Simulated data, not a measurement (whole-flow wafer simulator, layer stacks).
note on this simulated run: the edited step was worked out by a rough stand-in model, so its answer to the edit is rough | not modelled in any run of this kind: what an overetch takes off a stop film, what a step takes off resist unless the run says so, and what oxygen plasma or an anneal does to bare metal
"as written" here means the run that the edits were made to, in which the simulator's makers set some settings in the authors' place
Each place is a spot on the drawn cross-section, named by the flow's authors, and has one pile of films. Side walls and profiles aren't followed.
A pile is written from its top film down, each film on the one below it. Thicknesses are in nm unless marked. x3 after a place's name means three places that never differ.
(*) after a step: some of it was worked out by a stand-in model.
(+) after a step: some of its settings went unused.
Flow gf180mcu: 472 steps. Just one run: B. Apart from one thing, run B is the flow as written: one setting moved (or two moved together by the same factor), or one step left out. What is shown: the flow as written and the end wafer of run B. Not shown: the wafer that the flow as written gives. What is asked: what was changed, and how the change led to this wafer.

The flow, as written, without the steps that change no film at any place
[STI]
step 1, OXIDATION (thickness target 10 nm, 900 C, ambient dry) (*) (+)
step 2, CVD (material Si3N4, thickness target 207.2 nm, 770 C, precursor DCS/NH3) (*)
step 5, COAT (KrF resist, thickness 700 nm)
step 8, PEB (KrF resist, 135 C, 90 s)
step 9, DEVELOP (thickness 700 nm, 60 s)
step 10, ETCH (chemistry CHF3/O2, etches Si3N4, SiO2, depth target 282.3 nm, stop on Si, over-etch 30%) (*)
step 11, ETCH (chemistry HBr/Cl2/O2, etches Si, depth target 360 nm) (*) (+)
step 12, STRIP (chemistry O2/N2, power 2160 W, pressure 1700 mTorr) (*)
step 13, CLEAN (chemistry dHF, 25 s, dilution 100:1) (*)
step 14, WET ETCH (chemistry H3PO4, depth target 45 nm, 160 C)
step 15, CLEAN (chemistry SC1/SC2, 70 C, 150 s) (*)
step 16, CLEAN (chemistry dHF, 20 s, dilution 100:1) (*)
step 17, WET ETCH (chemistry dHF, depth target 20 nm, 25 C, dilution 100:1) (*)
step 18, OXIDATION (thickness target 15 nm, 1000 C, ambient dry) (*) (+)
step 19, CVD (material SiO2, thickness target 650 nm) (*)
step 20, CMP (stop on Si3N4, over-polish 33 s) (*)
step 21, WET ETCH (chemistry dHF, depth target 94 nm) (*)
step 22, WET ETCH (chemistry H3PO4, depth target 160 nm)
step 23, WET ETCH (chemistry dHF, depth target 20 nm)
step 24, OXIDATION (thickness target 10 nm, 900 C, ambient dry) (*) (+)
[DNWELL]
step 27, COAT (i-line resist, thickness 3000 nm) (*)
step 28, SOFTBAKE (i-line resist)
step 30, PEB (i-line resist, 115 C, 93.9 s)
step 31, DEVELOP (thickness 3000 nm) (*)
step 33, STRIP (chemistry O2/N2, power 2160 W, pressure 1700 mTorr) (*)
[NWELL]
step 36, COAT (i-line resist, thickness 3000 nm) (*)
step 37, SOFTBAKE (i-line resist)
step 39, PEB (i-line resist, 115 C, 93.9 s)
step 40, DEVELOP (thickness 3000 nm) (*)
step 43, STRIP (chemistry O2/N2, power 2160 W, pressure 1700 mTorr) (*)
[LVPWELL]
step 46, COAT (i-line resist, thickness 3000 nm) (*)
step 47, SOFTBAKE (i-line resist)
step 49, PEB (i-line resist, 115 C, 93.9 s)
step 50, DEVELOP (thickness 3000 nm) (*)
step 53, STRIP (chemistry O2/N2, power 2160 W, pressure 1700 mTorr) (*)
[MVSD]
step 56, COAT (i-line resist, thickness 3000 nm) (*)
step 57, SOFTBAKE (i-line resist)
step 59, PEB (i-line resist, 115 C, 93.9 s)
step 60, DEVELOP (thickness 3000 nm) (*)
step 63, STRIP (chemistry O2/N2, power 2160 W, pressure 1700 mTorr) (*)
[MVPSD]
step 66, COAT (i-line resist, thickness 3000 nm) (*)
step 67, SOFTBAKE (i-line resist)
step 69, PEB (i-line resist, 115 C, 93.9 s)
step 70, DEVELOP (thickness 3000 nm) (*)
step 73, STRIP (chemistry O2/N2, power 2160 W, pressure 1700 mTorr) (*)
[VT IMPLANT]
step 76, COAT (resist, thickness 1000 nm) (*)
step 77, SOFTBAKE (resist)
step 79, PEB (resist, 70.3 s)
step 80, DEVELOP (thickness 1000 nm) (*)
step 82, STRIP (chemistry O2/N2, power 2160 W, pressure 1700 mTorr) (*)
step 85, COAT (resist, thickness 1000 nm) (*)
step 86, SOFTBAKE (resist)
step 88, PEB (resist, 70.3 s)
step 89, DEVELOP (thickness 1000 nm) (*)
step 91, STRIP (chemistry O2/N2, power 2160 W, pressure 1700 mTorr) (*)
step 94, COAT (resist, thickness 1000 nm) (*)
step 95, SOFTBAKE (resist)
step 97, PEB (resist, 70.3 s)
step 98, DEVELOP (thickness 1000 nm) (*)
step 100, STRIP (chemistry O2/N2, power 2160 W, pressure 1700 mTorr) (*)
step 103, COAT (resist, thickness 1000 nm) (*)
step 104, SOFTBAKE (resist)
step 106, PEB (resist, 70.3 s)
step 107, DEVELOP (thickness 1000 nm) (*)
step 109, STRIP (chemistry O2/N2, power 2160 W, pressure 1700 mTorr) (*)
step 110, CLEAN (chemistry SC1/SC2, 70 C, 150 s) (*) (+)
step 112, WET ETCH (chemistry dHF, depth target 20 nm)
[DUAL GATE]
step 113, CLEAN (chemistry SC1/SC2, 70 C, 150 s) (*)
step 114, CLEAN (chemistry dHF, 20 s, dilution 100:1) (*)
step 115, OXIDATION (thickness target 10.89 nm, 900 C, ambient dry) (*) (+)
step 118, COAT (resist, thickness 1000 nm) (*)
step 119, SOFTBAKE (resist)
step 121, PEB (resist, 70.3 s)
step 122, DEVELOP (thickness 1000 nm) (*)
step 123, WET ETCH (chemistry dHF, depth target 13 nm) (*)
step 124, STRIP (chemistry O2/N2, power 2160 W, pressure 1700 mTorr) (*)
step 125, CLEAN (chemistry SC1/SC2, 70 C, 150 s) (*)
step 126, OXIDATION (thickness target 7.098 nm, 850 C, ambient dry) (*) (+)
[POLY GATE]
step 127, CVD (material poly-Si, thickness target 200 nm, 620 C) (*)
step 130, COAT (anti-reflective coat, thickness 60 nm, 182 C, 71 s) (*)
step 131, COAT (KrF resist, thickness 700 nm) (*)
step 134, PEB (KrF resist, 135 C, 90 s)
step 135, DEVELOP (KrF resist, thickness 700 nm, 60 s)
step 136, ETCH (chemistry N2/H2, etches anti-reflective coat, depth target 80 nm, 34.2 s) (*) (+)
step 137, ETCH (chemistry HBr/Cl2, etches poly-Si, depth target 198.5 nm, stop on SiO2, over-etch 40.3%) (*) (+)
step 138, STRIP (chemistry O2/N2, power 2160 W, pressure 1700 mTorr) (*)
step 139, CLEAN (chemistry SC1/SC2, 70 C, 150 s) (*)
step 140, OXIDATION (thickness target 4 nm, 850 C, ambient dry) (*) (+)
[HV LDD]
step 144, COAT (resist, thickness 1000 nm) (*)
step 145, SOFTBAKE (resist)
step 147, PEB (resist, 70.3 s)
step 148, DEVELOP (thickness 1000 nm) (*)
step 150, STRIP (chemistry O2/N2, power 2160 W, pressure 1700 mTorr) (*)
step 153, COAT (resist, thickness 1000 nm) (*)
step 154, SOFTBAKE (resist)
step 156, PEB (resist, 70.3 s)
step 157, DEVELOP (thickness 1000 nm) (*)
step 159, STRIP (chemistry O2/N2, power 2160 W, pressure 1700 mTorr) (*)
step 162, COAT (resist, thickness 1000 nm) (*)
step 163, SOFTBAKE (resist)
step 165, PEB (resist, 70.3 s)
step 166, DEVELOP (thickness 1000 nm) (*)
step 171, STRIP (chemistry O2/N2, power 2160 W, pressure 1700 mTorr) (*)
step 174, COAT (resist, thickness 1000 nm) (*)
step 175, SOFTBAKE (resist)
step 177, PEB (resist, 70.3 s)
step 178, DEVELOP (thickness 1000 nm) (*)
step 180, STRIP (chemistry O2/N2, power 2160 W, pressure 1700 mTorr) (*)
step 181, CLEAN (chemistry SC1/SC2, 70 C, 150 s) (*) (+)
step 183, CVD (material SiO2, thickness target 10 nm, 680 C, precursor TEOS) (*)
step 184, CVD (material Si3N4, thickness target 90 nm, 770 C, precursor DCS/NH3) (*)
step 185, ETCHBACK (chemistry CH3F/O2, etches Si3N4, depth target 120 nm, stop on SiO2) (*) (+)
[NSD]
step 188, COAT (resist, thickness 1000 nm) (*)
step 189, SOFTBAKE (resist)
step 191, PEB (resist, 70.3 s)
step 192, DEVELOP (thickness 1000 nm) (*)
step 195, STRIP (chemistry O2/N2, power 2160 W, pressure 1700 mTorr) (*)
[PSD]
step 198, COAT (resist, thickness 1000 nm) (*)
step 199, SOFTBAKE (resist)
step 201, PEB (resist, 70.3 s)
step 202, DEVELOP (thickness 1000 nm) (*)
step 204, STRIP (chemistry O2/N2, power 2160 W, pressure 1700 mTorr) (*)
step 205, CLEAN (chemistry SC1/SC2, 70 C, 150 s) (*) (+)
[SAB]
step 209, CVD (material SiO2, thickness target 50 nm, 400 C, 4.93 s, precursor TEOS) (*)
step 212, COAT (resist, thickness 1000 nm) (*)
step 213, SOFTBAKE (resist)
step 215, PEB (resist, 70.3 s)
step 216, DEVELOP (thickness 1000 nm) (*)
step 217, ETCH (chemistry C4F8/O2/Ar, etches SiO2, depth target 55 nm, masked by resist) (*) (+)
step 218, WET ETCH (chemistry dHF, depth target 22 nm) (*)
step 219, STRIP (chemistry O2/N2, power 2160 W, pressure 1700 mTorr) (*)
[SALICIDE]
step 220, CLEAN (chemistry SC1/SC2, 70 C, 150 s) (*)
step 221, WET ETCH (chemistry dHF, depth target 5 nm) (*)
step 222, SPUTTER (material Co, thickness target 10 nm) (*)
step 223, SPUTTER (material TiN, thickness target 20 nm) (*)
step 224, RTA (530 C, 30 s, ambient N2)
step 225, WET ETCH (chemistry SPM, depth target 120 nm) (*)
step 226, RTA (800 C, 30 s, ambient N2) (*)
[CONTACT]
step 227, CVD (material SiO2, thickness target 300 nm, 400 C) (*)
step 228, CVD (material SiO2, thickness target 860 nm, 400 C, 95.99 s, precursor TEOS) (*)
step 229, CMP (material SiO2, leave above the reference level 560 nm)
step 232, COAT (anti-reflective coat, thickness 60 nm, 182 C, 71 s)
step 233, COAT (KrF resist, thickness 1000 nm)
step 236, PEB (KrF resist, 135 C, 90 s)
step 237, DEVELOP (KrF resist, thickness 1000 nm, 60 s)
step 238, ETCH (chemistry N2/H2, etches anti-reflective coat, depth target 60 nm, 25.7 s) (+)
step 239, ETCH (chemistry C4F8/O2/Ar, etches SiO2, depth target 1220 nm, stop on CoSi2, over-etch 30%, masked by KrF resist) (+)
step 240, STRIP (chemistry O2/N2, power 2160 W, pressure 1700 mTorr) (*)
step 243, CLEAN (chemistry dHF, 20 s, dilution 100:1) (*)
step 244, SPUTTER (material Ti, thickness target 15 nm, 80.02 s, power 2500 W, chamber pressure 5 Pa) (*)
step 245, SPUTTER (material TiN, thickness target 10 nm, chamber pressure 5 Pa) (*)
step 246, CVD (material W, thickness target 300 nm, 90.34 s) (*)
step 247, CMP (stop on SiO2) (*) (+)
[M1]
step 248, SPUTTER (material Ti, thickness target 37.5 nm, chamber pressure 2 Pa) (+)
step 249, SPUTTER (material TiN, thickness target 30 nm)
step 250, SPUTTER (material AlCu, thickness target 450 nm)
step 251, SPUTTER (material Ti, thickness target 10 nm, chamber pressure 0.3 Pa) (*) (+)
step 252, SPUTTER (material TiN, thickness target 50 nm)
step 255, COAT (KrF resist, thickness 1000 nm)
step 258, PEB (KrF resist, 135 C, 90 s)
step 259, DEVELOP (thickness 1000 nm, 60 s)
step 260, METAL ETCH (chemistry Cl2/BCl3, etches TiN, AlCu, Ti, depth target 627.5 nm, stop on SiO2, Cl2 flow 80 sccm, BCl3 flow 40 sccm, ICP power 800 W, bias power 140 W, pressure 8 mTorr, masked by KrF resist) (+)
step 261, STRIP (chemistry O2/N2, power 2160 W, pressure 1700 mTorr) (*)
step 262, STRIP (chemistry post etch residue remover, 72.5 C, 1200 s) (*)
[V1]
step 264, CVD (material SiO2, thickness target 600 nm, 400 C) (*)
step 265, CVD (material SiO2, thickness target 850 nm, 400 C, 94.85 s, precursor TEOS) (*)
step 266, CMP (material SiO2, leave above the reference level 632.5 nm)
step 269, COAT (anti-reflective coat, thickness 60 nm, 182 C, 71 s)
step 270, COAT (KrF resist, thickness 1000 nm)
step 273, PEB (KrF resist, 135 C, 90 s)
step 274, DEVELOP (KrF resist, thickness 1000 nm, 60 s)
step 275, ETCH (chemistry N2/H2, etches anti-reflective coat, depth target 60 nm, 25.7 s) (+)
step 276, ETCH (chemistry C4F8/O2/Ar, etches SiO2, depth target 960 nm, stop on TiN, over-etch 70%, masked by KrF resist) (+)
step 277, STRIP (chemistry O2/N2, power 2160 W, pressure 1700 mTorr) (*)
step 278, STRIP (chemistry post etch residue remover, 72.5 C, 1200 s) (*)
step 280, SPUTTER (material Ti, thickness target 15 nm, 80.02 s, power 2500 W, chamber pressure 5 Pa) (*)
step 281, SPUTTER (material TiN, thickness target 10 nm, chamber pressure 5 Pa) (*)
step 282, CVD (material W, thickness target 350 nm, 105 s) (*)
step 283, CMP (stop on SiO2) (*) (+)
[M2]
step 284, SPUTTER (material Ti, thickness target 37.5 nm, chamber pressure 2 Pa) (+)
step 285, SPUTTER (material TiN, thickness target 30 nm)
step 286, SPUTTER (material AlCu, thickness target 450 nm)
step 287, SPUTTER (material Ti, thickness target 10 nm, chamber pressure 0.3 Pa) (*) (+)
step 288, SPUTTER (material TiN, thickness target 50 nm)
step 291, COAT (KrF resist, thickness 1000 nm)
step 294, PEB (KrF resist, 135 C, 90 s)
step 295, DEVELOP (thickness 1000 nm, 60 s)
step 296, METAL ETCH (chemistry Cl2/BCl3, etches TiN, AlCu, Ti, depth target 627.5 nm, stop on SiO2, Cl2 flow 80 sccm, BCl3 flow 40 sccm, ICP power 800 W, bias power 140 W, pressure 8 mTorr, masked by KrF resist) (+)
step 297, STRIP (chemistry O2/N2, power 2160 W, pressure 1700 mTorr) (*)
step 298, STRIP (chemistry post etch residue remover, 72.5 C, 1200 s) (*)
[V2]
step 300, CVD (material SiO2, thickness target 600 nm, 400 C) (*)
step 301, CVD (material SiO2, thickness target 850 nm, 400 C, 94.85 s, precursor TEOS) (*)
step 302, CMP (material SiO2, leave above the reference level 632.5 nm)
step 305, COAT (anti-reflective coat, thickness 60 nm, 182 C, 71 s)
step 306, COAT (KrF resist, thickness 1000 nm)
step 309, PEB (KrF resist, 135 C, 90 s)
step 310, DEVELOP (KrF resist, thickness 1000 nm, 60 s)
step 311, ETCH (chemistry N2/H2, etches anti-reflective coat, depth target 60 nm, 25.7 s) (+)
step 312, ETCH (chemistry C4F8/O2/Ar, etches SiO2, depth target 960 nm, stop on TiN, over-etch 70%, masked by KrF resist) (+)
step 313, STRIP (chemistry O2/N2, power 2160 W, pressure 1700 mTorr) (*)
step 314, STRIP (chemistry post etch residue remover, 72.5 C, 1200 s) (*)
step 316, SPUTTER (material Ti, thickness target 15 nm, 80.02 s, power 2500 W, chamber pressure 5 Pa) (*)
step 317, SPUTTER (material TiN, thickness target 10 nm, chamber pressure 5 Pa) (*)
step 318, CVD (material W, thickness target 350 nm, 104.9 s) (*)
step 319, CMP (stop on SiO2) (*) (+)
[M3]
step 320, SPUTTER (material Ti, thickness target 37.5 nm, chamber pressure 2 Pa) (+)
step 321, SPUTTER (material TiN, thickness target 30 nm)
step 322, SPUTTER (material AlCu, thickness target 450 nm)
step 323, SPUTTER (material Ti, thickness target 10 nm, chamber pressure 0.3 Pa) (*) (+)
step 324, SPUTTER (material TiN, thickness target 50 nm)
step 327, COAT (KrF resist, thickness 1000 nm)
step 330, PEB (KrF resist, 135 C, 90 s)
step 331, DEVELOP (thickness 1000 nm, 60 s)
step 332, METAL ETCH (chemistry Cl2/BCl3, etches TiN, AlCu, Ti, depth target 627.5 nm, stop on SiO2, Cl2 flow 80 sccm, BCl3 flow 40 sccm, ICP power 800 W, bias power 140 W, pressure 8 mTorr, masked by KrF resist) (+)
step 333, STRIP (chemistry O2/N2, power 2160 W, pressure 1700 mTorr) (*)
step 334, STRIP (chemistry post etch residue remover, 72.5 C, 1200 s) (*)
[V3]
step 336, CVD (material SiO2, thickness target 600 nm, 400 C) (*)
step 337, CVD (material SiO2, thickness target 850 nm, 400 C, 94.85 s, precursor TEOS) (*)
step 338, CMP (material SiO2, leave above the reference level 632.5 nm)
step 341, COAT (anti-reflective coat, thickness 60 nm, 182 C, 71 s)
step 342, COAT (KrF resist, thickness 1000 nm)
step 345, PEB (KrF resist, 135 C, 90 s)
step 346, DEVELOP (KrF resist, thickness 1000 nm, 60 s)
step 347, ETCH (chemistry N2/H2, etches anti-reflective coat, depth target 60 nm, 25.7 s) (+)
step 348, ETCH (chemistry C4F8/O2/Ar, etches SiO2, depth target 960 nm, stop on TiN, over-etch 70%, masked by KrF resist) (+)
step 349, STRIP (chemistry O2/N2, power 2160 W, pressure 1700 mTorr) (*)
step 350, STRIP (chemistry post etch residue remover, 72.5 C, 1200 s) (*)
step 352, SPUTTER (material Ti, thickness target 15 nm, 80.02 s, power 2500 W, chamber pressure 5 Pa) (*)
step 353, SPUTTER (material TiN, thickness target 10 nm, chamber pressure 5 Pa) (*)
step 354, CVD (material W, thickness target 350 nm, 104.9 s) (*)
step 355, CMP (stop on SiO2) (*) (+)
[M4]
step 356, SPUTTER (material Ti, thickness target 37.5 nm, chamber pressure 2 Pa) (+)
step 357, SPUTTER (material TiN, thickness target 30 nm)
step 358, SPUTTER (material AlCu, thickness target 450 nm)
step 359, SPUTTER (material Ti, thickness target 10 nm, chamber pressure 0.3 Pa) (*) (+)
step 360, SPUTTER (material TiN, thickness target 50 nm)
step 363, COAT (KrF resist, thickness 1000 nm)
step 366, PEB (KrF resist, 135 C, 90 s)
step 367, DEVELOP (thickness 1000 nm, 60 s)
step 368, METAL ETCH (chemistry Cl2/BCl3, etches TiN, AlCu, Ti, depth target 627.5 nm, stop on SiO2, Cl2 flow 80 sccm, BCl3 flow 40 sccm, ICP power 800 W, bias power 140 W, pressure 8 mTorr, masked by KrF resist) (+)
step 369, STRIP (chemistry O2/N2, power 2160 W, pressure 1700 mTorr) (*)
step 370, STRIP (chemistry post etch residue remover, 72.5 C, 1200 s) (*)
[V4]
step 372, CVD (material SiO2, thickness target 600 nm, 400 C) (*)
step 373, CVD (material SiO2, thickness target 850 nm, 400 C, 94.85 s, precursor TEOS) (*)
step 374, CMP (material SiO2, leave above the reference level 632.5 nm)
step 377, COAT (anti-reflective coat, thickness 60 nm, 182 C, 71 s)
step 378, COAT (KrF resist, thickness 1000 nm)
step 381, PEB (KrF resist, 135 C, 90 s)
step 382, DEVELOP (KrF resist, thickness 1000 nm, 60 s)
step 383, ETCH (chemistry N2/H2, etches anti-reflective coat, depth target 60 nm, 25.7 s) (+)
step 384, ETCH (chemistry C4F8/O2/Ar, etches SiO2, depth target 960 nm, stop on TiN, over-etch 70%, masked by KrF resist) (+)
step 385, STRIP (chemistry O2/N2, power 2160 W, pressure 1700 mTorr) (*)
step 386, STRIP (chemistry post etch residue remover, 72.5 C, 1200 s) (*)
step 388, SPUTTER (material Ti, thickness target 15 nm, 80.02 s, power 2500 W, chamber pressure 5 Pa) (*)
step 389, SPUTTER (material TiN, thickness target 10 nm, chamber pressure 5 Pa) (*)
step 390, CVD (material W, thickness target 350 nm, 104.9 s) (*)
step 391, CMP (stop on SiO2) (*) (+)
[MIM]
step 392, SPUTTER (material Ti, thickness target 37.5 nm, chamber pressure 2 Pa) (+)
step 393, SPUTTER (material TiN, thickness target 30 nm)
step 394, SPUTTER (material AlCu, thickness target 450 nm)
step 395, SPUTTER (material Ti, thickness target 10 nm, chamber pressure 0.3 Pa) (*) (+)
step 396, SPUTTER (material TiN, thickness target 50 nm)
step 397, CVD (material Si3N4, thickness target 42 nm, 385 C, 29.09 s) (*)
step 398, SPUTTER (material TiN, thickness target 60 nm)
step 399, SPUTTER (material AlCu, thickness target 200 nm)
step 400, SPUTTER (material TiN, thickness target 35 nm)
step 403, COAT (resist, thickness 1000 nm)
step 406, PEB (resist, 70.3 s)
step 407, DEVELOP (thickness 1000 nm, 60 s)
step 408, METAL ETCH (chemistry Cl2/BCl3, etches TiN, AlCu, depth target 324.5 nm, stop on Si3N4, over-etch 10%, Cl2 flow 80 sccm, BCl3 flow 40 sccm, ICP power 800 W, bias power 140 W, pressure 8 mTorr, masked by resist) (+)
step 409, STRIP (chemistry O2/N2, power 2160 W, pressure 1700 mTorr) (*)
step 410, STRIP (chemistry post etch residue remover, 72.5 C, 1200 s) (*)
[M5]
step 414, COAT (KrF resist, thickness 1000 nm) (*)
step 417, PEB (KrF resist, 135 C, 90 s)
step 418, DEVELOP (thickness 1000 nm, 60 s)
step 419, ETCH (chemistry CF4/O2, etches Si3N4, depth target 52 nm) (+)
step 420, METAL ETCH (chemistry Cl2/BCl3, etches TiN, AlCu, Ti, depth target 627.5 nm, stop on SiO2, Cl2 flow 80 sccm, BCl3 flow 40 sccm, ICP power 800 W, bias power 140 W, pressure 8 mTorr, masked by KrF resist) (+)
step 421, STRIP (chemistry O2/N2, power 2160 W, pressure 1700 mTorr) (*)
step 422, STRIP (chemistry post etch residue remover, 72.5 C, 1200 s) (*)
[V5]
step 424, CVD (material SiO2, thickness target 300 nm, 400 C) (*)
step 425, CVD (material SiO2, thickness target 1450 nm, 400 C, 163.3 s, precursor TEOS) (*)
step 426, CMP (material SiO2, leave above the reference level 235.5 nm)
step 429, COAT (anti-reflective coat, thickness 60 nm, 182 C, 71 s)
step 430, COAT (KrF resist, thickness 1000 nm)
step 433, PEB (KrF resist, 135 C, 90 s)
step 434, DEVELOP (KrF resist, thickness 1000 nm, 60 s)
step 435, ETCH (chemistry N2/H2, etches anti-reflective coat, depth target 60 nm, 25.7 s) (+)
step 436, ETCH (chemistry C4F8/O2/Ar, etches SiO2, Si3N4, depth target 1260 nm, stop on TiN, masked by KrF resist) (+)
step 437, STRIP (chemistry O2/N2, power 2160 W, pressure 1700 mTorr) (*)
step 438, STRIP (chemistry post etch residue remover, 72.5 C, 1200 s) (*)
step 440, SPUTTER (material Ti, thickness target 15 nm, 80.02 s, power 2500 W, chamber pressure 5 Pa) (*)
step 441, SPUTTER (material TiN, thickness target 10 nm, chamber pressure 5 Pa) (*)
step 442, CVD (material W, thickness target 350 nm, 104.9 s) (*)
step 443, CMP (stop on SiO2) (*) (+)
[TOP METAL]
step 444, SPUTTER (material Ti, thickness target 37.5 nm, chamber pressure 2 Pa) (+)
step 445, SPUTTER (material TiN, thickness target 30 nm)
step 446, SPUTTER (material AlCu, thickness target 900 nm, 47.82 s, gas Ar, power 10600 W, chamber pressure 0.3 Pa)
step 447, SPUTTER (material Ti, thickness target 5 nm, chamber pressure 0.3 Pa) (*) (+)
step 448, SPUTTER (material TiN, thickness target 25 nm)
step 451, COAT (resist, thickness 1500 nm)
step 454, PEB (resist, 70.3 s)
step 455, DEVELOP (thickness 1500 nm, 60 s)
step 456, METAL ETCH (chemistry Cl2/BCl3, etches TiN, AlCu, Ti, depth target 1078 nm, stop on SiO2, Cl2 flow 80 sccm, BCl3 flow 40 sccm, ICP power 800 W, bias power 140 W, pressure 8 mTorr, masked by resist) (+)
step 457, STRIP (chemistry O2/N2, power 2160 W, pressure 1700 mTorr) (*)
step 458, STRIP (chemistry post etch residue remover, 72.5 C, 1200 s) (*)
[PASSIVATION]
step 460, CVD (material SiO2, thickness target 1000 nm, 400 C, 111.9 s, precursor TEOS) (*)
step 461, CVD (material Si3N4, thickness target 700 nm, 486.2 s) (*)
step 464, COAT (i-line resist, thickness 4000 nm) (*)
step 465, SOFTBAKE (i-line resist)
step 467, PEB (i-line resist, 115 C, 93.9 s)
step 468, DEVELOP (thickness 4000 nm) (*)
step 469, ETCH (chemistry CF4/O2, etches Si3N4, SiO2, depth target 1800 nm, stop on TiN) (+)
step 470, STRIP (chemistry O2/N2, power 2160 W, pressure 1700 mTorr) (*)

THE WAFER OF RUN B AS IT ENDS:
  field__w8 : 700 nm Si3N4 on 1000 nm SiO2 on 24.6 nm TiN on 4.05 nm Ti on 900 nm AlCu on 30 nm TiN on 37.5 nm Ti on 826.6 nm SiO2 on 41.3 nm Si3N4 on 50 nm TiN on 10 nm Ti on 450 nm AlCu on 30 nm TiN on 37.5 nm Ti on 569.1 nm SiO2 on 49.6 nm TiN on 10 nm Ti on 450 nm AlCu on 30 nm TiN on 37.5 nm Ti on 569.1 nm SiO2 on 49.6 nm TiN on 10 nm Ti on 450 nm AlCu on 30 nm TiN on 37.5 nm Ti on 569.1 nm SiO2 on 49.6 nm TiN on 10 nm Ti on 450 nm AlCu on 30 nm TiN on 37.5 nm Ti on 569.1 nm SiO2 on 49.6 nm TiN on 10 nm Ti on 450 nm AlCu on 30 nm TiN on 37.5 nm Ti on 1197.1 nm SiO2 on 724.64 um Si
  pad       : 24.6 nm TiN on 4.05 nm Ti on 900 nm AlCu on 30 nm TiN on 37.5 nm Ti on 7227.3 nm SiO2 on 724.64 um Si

Cause: step 447, SPUTTER: thickness target 4.05 nm was run, though the flow has thickness target 5 nm.
The wafer itself shows it: field__w8 has Ti 4.05, and step 447 as written asks for 5 nm.

Step by step, how the change led to this:
  step 447, SPUTTER (material Ti, thickness target 5 nm, chamber pressure 0.3 Pa) (*) (+)
      field, field__w1, field__w2 and 109 more: Ti gains 4.05 (new film) (it would be, as written: Ti gains 5 (new film))
  step 456, METAL ETCH (chemistry Cl2/BCl3, etches TiN, AlCu, Ti, depth target 1078 nm, stop on SiO2, Cl2 flow 80 sccm, BCl3 flow 40 sccm, ICP power 800 W, bias power 140 W, pressure 8 mTorr, masked by resist) (+)
      field, field__w1, field__w2 and 103 more: TiN loses 25 (all of it), Ti loses 4.05 (all of it), AlCu loses 900 (all of it), TiN loses 30 (all of it), Ti loses 37.5 (all of it) (it would be, as written: TiN loses 25 (all of it), Ti loses 5 (all of it), AlCu loses 900 (all of it), TiN loses 30 (all of it), Ti loses 37.5 (all of it))
